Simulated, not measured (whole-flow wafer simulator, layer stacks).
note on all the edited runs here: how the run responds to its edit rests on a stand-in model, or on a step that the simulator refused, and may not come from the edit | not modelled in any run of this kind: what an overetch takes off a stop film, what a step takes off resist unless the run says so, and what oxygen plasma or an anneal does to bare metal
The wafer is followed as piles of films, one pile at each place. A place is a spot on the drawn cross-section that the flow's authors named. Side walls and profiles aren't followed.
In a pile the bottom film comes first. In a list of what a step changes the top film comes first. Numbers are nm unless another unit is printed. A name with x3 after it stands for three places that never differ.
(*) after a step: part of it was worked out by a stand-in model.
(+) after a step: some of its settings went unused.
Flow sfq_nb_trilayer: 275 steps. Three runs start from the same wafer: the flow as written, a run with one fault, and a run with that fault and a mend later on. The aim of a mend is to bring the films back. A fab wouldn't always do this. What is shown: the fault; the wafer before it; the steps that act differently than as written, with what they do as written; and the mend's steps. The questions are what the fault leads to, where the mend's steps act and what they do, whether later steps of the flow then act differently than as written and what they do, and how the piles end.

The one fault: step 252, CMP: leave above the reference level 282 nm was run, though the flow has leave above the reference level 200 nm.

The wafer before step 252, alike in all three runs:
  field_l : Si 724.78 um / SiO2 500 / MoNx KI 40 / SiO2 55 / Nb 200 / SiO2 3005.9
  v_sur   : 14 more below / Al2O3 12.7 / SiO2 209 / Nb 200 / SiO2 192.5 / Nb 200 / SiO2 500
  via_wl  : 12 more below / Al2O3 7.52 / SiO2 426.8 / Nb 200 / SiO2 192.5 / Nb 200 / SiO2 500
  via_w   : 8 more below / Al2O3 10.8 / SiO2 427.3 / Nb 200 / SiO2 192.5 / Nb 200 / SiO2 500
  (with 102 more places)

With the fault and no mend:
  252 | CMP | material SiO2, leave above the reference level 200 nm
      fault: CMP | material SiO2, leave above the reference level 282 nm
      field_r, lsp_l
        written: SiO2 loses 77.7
        fault: nothing
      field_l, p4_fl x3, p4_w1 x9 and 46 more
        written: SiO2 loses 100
        fault: SiO2 loses 18
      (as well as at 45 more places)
  Steps later in the flow that act otherwise than as written (5 more steps, not shown, differ only slightly: by at most 2% or 0.5 nm, whichever is larger):
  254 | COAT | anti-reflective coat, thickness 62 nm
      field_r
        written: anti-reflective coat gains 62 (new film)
        fault: anti-reflective coat gains 63.5 (new film)
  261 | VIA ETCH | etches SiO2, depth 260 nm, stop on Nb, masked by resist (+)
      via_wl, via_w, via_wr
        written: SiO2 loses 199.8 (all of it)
        fault: SiO2 loses 260
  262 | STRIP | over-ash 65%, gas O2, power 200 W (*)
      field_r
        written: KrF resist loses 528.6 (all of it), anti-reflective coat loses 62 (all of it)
        fault: KrF resist loses 530.4 (all of it), anti-reflective coat loses 63.5 (all of it)
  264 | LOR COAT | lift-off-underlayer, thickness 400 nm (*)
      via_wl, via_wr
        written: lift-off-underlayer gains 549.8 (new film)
        fault: lift-off-underlayer gains 594.8 (new film)
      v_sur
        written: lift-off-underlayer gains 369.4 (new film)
        fault: lift-off-underlayer gains 360.2 (new film)
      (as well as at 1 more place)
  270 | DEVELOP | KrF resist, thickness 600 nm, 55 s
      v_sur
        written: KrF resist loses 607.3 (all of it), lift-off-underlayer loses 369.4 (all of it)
        fault: KrF resist loses 609.9 (all of it), lift-off-underlayer loses 360.2 (all of it)
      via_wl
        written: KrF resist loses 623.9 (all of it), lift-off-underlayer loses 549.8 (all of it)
        fault: KrF resist loses 631.4 (all of it), lift-off-underlayer loses 594.8 (all of it)
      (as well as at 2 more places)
  By the end, the piles at field_l, v_sur, via_wl and 103 more depart from the flow's by more than 2% or 0.5 nm, whichever is larger.
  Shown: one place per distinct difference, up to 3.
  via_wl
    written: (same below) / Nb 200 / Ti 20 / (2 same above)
    fault: (same below) / Nb 200 / SiO2 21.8 / Ti 20 / (2 same above)
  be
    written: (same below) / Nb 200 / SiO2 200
    fault: (same below) / Nb 200 / SiO2 282
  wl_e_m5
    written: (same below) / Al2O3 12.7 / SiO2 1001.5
    fault: (same below) / Al2O3 12.7 / SiO2 1083.5

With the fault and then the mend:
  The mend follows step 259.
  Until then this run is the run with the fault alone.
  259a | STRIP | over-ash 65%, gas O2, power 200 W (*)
      field_l, v_sur, via_sp and 86 more
        KrF resist loses 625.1 (all of it), anti-reflective coat loses 62 (all of it)
      sp_r, be_r, r_sur, lsp_r, l0_sur, l0v
        KrF resist loses 625 (all of it), anti-reflective coat loses 62 (all of it)
      via_wl, via_w, via_wr
        anti-reflective coat loses 62 (all of it)
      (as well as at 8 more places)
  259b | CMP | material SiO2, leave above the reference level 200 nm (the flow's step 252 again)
      field_l, v_sur, via_wl and 101 more
        SiO2 loses 82
      field_r, lsp_l
        SiO2 loses 77.7
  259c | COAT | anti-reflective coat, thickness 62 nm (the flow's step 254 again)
      field_l, v_sur, via_wl and 103 more
        anti-reflective coat gains 62 (new film)
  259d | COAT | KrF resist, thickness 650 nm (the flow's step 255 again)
      field_l, v_sur, via_wl and 103 more
        KrF resist gains 650 (new film)
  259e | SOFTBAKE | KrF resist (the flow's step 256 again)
      alters no film at any place that is followed
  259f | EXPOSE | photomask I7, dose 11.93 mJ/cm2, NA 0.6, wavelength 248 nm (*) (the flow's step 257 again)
      alters no film at any place that is followed
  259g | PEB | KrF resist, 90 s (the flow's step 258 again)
      field_l, v_sur, via_wl and 103 more
        KrF resist loses 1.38
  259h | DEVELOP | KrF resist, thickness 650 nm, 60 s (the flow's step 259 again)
      field_l, v_sur, via_sp and 100 more
        KrF resist loses 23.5
      via_wl, via_w, via_wr
        KrF resist loses 648.6 (all of it)
  None of the later steps of the flow acts differently than as written at any place that is followed.
  By the end, the piles equal the flow's at every place that both follow.
